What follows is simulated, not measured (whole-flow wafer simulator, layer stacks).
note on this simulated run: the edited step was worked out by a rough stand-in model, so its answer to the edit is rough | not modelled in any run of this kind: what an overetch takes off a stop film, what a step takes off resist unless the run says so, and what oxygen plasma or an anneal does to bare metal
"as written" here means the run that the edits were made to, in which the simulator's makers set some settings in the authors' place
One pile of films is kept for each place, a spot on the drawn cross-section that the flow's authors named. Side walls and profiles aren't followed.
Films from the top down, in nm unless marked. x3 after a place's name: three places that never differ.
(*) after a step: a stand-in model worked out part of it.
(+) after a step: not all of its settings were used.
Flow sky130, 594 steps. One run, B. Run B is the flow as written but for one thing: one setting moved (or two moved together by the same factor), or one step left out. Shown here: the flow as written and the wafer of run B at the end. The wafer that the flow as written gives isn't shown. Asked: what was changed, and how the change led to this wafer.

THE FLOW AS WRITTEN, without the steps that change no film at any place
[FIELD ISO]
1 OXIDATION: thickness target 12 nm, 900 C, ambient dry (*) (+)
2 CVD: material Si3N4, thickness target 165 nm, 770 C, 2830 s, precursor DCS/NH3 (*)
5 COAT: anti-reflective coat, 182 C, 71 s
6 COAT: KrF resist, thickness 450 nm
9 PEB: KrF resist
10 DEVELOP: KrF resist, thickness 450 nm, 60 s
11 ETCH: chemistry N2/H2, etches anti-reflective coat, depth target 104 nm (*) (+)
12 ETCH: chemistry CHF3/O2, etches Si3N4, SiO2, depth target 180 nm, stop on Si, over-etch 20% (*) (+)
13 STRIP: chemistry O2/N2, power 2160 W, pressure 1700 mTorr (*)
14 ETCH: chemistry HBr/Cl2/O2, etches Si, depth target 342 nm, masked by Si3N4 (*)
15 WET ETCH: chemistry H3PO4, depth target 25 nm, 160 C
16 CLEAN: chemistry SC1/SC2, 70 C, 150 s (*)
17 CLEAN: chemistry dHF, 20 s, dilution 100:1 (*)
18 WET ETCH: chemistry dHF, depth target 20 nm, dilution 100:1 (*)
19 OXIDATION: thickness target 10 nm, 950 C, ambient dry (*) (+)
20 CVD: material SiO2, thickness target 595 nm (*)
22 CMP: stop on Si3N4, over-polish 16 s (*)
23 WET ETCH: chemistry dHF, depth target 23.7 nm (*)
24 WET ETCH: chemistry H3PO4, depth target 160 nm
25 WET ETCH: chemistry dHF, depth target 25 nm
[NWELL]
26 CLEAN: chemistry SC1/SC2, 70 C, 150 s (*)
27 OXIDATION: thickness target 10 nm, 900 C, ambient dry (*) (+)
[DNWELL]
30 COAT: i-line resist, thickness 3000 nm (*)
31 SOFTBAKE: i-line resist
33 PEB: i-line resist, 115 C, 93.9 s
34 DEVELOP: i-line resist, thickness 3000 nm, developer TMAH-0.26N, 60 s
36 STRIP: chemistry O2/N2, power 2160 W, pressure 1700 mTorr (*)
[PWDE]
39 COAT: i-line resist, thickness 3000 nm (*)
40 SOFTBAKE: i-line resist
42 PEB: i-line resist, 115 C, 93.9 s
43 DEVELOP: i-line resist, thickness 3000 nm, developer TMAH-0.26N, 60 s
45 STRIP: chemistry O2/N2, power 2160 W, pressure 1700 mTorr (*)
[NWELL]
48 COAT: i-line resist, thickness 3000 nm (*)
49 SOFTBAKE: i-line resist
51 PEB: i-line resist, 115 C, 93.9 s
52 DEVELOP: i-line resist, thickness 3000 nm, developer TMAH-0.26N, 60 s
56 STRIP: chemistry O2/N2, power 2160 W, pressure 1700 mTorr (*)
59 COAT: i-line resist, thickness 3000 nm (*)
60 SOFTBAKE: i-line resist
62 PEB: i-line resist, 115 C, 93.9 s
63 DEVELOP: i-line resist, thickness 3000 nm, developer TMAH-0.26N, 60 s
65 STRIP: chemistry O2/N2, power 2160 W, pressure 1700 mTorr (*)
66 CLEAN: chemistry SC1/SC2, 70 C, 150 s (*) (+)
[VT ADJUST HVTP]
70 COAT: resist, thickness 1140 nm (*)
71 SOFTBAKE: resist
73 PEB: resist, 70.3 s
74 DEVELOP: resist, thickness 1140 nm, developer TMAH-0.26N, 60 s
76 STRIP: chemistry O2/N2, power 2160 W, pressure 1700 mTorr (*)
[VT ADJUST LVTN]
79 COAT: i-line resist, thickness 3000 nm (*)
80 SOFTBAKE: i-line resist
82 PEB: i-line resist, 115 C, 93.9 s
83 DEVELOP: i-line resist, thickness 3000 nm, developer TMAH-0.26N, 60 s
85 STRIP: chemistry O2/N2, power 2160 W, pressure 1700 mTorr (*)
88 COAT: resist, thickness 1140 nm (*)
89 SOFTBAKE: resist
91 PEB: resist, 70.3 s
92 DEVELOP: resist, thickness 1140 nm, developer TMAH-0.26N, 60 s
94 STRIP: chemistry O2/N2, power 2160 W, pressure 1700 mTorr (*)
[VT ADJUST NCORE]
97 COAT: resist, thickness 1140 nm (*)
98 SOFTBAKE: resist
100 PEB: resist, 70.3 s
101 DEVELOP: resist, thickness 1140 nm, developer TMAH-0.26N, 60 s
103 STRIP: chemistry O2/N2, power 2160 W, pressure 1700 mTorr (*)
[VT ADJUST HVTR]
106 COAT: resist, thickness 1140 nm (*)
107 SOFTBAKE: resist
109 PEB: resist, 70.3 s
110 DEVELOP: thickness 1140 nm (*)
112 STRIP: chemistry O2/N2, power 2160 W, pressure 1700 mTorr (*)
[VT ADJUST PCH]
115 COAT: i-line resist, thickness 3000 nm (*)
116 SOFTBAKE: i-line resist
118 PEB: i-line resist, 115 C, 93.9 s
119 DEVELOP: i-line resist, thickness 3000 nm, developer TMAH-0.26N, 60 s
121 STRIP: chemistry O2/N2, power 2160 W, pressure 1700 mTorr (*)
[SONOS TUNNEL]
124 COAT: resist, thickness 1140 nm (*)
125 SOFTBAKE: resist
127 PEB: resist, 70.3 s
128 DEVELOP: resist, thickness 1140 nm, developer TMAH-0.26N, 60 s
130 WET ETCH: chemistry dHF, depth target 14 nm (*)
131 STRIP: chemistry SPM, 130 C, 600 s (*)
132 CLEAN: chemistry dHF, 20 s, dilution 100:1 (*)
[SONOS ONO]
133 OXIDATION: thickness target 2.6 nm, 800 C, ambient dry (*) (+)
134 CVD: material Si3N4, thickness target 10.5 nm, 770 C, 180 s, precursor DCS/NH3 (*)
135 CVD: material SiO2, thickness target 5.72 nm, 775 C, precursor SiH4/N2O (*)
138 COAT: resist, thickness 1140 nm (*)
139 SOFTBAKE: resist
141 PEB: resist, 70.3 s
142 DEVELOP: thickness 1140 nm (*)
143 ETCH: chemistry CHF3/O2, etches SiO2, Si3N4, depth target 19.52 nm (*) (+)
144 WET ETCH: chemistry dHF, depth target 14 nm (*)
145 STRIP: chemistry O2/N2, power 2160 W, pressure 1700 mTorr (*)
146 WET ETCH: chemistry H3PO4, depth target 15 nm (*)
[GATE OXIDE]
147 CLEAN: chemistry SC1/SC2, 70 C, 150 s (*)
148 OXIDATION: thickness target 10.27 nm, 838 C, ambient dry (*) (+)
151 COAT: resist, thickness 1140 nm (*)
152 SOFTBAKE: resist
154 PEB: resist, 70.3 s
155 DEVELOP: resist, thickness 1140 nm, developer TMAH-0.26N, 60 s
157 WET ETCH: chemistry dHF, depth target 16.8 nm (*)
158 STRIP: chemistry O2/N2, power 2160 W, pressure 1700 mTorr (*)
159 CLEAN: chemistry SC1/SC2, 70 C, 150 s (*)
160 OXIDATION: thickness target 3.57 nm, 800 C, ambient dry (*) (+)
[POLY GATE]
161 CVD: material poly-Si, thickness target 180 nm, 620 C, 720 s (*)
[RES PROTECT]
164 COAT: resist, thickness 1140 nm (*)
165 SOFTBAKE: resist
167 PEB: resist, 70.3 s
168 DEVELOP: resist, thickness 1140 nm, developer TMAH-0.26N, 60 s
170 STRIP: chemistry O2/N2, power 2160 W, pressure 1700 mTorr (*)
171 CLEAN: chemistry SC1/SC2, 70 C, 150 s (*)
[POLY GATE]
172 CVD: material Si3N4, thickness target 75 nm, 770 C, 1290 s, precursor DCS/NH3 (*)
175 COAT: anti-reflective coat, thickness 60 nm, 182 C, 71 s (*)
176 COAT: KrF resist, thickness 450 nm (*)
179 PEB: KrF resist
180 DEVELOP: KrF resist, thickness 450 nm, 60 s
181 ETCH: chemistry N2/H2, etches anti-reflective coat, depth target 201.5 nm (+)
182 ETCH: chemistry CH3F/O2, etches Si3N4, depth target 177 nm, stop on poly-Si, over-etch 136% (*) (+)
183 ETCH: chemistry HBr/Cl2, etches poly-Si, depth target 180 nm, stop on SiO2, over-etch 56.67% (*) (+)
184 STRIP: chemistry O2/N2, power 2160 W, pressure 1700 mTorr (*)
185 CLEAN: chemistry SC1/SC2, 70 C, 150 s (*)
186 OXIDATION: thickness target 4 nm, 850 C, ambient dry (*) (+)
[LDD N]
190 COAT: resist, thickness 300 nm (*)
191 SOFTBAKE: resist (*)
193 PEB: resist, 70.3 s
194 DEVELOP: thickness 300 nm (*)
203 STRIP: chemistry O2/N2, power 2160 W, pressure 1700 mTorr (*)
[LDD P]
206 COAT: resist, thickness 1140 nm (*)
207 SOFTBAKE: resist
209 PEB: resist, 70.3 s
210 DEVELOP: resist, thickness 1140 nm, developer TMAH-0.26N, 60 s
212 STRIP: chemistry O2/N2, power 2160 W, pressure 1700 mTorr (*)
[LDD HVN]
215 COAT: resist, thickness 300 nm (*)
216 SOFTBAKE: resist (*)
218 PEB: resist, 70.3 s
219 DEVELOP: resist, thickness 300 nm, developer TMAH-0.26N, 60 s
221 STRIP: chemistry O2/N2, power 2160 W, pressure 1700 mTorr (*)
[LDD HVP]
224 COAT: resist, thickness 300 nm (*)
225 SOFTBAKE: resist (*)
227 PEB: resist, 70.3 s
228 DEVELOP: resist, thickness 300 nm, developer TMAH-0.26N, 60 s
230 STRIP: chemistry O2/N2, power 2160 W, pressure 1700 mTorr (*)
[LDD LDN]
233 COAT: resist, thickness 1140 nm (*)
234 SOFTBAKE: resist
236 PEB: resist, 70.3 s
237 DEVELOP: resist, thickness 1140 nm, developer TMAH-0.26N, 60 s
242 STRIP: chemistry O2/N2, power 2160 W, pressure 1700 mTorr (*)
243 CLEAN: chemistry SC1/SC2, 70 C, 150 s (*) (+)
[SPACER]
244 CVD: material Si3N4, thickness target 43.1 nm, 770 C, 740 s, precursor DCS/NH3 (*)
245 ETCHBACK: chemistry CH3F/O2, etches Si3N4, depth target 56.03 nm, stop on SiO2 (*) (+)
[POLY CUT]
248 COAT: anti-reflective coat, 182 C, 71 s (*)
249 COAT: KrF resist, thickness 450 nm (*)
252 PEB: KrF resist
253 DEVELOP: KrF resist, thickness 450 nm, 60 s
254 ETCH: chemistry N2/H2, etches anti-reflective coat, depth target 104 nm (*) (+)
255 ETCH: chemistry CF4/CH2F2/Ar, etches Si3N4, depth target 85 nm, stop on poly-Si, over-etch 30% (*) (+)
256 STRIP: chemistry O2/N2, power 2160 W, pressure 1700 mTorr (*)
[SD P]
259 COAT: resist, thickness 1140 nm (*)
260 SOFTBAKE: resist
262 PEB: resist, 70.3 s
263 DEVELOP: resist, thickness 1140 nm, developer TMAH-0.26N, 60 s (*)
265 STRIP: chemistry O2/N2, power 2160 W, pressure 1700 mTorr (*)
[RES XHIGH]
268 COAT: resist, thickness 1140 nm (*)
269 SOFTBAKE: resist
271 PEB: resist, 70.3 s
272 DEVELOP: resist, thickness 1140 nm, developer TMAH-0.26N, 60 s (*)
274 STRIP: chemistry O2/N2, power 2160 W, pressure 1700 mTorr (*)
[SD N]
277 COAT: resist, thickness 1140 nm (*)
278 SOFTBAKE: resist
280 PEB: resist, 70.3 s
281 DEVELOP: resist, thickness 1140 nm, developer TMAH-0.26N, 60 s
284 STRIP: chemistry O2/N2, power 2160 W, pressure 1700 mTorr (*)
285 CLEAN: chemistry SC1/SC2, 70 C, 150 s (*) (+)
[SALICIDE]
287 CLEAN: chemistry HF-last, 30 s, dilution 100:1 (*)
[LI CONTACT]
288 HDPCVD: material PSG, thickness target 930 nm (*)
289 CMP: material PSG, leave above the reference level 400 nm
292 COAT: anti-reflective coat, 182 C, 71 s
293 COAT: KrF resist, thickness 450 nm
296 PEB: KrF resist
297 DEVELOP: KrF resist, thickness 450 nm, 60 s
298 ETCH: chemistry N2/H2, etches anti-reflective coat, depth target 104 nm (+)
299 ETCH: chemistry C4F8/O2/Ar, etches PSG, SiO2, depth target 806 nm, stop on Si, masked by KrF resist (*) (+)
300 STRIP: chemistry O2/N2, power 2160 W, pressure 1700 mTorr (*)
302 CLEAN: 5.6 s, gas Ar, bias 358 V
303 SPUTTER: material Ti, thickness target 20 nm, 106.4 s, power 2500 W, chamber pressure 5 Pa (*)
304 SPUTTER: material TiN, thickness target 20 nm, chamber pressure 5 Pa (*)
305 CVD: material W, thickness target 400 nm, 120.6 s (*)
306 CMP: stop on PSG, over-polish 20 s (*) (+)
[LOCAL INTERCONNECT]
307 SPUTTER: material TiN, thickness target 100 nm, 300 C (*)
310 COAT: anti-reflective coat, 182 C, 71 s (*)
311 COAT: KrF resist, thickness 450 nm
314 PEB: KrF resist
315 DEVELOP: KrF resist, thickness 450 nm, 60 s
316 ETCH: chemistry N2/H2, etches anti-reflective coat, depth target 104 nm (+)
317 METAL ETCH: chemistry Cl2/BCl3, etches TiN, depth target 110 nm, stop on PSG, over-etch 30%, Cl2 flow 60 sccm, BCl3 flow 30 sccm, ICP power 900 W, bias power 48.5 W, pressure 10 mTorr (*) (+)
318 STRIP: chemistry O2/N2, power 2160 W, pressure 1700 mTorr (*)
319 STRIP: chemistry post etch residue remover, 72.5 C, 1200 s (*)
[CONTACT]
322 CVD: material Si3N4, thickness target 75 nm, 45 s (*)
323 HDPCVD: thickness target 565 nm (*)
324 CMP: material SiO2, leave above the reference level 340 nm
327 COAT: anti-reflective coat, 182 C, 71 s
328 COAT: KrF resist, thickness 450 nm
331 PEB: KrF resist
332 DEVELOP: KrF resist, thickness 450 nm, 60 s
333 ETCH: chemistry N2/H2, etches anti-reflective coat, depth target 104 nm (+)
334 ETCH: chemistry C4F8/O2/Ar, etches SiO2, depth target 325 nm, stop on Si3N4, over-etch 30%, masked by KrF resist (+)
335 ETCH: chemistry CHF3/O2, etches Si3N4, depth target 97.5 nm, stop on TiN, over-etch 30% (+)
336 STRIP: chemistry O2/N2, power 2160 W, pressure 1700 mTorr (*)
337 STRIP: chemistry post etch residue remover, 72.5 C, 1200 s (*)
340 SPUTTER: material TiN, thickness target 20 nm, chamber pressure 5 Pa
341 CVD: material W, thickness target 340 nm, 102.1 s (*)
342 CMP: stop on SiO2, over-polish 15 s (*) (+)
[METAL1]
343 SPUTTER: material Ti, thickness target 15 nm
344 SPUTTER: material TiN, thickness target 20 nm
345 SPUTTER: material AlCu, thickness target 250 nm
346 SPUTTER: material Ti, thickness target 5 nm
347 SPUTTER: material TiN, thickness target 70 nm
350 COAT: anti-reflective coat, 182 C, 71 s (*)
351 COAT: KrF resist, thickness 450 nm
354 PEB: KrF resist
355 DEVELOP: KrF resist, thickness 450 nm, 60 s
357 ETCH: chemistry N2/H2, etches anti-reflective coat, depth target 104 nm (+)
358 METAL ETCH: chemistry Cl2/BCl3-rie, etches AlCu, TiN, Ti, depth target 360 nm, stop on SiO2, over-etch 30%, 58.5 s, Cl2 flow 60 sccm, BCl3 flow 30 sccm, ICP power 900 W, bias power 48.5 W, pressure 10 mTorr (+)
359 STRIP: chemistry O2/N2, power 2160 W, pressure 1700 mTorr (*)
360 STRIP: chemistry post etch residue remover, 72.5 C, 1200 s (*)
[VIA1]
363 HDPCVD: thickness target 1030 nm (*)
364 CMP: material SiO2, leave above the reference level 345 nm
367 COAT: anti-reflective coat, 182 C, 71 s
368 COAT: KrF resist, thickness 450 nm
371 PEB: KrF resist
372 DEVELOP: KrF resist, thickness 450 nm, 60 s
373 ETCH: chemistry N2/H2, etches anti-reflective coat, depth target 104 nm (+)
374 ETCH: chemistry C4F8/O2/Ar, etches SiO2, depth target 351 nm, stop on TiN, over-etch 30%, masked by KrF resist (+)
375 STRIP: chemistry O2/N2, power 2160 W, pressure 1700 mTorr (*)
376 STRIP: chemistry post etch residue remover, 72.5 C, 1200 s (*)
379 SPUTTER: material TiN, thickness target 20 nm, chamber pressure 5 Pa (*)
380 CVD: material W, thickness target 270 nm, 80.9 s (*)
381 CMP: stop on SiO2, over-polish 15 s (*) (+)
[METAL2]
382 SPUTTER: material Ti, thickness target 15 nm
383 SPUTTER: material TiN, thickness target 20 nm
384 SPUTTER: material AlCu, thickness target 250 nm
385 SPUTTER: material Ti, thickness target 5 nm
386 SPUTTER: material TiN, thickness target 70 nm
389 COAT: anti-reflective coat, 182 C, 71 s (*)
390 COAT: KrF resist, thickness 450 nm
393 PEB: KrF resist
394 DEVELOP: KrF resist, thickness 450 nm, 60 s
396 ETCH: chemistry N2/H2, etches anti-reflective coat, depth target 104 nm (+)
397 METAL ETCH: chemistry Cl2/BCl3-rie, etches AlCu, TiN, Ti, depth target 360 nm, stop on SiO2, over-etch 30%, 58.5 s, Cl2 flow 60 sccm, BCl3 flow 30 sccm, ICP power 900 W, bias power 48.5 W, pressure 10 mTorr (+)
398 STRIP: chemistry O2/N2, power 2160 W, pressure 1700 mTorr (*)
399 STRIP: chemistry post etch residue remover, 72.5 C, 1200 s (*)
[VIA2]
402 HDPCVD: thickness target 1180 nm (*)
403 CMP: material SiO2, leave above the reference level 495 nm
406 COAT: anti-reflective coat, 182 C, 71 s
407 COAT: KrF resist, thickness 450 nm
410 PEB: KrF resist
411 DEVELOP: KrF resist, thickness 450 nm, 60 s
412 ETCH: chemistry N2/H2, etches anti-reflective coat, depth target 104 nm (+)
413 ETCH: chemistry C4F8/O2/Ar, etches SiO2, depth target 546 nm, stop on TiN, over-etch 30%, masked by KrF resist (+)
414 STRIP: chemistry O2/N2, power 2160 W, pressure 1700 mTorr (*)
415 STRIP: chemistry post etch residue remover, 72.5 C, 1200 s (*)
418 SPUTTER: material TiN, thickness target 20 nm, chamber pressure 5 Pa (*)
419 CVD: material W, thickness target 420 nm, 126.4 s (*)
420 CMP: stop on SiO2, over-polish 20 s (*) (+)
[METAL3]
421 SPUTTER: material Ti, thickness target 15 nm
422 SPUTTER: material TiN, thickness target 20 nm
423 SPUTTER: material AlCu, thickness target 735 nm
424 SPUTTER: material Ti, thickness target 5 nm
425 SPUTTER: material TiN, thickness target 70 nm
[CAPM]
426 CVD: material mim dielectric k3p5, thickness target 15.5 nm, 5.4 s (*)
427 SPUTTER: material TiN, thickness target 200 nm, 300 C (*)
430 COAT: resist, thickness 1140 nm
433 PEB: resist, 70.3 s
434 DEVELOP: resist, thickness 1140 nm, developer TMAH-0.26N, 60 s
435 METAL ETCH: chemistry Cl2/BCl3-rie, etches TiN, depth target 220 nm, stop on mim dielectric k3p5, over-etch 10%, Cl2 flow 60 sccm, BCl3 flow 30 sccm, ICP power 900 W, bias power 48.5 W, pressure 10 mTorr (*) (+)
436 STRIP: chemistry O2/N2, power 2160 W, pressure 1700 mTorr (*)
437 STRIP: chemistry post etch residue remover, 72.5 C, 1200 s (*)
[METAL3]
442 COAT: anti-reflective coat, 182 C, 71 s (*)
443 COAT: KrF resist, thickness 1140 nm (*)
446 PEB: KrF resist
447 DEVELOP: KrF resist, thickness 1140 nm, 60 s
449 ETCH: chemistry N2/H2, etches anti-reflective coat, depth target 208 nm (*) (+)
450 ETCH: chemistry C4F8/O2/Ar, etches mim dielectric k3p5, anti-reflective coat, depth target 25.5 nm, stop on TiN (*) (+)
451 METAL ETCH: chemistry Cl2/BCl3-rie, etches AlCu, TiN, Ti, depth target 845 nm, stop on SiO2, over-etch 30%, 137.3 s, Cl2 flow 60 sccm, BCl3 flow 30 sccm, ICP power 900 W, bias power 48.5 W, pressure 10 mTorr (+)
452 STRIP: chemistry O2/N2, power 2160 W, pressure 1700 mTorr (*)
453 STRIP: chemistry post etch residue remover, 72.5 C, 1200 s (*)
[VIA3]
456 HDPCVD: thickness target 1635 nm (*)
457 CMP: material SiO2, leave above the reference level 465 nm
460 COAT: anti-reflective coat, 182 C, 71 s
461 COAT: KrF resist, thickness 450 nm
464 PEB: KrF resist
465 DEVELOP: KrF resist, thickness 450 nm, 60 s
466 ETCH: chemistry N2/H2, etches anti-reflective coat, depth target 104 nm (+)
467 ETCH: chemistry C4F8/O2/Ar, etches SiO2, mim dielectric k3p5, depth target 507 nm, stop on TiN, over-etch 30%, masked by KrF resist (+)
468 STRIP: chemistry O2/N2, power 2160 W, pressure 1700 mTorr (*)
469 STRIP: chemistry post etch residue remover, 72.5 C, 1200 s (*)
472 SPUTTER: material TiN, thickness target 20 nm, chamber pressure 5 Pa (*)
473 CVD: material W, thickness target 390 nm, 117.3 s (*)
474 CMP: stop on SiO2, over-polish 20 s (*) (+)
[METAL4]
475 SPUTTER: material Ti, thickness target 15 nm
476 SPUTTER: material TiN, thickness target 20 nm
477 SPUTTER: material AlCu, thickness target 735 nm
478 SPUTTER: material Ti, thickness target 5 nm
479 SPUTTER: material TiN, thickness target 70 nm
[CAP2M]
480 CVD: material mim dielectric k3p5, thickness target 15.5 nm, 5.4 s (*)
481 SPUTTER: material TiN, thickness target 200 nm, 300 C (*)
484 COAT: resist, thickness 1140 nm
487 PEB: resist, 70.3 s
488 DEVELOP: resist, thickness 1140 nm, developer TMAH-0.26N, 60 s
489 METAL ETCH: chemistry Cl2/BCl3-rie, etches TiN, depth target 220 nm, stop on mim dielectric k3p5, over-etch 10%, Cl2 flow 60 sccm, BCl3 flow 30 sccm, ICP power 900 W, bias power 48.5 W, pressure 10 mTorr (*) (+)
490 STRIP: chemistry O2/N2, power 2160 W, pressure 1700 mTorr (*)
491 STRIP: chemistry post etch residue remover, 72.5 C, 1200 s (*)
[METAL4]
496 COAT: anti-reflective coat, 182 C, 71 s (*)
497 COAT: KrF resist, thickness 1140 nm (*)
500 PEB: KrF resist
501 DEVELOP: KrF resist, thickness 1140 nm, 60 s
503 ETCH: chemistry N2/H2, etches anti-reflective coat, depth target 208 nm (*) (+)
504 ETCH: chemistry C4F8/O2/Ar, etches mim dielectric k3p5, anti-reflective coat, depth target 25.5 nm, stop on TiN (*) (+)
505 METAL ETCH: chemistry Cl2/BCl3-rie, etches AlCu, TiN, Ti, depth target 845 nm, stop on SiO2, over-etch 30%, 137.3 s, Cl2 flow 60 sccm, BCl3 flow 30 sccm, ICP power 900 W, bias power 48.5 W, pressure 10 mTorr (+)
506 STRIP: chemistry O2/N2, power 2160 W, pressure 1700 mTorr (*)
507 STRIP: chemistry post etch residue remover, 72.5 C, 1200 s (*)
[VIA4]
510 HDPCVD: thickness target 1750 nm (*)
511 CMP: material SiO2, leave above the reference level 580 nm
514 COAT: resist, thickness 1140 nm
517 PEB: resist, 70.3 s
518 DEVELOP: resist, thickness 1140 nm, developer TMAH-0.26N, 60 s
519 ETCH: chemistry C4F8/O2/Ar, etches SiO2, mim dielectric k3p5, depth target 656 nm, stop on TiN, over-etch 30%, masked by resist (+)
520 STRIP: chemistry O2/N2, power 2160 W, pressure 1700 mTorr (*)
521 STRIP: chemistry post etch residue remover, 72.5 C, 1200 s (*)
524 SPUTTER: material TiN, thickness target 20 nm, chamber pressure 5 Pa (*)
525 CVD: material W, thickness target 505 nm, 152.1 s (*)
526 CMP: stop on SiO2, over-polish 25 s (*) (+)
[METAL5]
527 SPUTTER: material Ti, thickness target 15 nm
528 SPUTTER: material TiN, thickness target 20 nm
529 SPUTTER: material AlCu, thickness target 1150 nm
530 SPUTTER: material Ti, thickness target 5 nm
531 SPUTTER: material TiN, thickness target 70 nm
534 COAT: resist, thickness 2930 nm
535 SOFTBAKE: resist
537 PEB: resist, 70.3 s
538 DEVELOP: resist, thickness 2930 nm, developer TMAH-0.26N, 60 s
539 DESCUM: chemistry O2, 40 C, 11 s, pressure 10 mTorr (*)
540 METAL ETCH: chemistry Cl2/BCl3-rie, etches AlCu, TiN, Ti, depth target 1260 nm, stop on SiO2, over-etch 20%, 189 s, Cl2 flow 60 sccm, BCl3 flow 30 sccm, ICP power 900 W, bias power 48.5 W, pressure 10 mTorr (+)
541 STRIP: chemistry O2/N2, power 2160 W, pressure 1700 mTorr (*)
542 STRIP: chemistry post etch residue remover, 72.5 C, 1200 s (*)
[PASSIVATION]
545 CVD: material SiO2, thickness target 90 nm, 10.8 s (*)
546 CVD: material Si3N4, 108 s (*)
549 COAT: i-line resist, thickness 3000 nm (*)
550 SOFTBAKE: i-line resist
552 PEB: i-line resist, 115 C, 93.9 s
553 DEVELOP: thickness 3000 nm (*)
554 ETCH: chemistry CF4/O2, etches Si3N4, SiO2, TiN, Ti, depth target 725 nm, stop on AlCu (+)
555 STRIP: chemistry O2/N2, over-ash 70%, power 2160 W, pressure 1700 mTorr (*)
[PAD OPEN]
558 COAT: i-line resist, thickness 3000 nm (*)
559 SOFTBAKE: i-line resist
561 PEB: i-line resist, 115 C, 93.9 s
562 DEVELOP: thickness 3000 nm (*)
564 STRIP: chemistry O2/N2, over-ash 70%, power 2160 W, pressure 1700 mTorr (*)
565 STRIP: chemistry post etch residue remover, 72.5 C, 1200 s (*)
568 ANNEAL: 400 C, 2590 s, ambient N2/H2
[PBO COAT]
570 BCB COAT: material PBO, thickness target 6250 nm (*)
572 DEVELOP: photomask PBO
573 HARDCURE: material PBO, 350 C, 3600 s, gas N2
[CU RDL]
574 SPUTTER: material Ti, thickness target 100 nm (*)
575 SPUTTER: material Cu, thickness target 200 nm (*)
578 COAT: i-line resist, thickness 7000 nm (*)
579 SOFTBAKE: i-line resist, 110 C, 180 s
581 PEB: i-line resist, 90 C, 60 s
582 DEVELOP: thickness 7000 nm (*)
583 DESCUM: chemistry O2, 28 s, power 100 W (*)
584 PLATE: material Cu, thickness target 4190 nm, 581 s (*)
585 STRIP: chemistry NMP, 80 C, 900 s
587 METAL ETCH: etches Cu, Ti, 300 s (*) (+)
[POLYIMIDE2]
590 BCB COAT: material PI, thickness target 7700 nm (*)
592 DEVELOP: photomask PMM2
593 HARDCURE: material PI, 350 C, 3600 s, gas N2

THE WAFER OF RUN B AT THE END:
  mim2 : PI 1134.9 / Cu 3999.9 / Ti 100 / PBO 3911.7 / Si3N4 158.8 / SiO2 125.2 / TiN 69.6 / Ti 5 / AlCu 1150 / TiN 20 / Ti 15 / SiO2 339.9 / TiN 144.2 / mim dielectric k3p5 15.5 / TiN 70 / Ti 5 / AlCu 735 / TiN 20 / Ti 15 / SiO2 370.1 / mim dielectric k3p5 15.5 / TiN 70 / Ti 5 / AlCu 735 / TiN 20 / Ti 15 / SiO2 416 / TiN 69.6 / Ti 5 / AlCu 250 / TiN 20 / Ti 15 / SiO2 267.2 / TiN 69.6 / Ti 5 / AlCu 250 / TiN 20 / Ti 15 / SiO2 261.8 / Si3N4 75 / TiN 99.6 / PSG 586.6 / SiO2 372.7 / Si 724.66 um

The cause: step 481, SPUTTER: thickness target 145 nm was run, where the flow has thickness target 200 nm.

How the change led to this, step by step:
  481 SPUTTER: material TiN, thickness target 200 nm, 300 C (*)
      field, active, n_well and 189 more: TiN +145 (new film) (as written it would be: TiN +200 (new film))
  489 METAL ETCH: chemistry Cl2/BCl3-rie, etches TiN, depth target 220 nm, stop on mim dielectric k3p5, over-etch 10%, Cl2 flow 60 sccm, BCl3 flow 30 sccm, ICP power 900 W, bias power 48.5 W, pressure 10 mTorr (*) (+)
      field, active, n_well and 188 more: TiN -145 (all of it) (as written it would be: TiN -200 (all of it))
      mim2: resist -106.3 (as written it would be: resist -146.7)
  490 STRIP: chemistry O2/N2, power 2160 W, pressure 1700 mTorr (*)
      mim2: resist -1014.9 (all of it) (as written it would be: resist -974.6 (all of it))
  496 COAT: anti-reflective coat, 182 C, 71 s (*)
      iso_guard__w2: anti-reflective coat +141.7 (new film) (as written it would be: anti-reflective coat +177.8 (new film))
      mim2: anti-reflective coat +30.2 (new film) (as written it would be: anti-reflective coat +40.3 (new film))
  497 COAT: KrF resist, thickness 1140 nm (*)
      iso_guard__w2: KrF resist +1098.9 (new film) (as written it would be: KrF resist +1074.8 (new film))
      mim2: KrF resist +1069.1 (new film) (as written it would be: KrF resist +1018.9 (new film))
  506 STRIP: chemistry O2/N2, power 2160 W, pressure 1700 mTorr (*)
      iso_guard__w2: KrF resist -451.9 (all of it), anti-reflective coat -141.7 (all of it) (as written it would be: KrF resist -427.9 (all of it), anti-reflective coat -177.8 (all of it))
      mim2: KrF resist -422.1 (all of it), anti-reflective coat -30.2 (all of it) (as written it would be: KrF resist -372.1 (all of it), anti-reflective coat -40.3 (all of it))
  511 CMP: material SiO2, leave above the reference level 580 nm
      mim2: SiO2 -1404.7 (as written it would be: SiO2 -1459.7)
